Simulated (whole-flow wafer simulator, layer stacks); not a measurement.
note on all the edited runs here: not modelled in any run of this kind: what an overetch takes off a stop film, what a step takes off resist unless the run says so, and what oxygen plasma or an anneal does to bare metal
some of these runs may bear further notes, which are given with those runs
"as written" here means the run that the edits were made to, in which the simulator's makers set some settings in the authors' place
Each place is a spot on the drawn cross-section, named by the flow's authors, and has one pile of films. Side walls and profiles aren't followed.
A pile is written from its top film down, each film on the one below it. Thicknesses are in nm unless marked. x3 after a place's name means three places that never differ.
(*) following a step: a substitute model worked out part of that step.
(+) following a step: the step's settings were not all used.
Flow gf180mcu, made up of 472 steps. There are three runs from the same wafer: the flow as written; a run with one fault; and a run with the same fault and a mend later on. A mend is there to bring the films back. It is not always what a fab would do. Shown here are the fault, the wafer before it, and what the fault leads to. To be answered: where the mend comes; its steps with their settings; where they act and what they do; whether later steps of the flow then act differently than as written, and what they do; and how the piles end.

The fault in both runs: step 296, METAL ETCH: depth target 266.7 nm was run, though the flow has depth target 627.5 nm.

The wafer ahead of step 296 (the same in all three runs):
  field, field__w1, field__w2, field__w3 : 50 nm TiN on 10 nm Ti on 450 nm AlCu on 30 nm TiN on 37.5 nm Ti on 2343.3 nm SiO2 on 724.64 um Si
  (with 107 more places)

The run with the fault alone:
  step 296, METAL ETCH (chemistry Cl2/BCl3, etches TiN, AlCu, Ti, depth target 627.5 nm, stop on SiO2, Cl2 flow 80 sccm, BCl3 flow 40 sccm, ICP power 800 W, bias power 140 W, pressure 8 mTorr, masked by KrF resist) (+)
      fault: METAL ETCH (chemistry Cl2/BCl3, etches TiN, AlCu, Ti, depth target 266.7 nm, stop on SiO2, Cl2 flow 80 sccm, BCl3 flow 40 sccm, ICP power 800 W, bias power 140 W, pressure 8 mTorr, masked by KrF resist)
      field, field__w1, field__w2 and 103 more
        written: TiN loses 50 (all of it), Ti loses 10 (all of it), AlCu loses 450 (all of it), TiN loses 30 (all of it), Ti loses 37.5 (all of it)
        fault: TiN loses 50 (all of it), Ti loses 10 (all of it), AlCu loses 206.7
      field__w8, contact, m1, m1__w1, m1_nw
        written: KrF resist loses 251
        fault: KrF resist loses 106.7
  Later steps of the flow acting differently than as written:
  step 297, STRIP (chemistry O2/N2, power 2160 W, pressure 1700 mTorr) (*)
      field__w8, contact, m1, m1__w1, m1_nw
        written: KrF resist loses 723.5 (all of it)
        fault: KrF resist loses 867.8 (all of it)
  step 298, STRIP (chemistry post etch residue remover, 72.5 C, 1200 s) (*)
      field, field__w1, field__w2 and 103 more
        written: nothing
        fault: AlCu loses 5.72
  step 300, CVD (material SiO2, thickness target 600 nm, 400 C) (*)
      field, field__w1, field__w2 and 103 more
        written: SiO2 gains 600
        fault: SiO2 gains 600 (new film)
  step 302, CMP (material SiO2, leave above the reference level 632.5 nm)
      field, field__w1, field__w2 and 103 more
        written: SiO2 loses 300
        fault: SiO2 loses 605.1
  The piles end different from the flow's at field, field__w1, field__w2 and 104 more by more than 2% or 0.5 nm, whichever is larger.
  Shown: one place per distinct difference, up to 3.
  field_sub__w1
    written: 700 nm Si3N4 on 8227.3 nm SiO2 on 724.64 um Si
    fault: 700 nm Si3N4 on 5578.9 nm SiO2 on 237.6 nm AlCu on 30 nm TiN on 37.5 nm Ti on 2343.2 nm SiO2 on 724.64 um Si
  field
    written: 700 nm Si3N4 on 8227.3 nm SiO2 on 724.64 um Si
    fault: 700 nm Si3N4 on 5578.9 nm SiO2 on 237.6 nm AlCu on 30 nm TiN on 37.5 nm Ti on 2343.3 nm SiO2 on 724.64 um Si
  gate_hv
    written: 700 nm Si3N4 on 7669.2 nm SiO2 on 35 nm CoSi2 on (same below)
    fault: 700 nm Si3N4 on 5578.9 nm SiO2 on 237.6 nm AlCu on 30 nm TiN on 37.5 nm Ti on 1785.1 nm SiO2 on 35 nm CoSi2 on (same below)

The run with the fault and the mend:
  The mend follows step 296.
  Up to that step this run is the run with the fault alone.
  step 296a, METAL ETCH (chemistry Cl2/BCl3, etches TiN, AlCu, Ti, depth target 360.8 nm, stop on SiO2, Cl2 flow 80 sccm, BCl3 flow 40 sccm, ICP power 800 W, bias power 140 W, pressure 8 mTorr, masked by KrF resist) (+) (a further turn of the flow's step 296, with different settings)
      field, field__w1, field__w2 and 103 more
        AlCu loses 243.3 (all of it), TiN loses 30 (all of it), Ti loses 37.5 (all of it)
      field__w8, contact, m1, m1__w1, m1_nw
        KrF resist loses 144.3
  Later steps of the flow that are run all act as written at every place that is followed.
  By the end, the piles equal the flow's at every place that both follow.
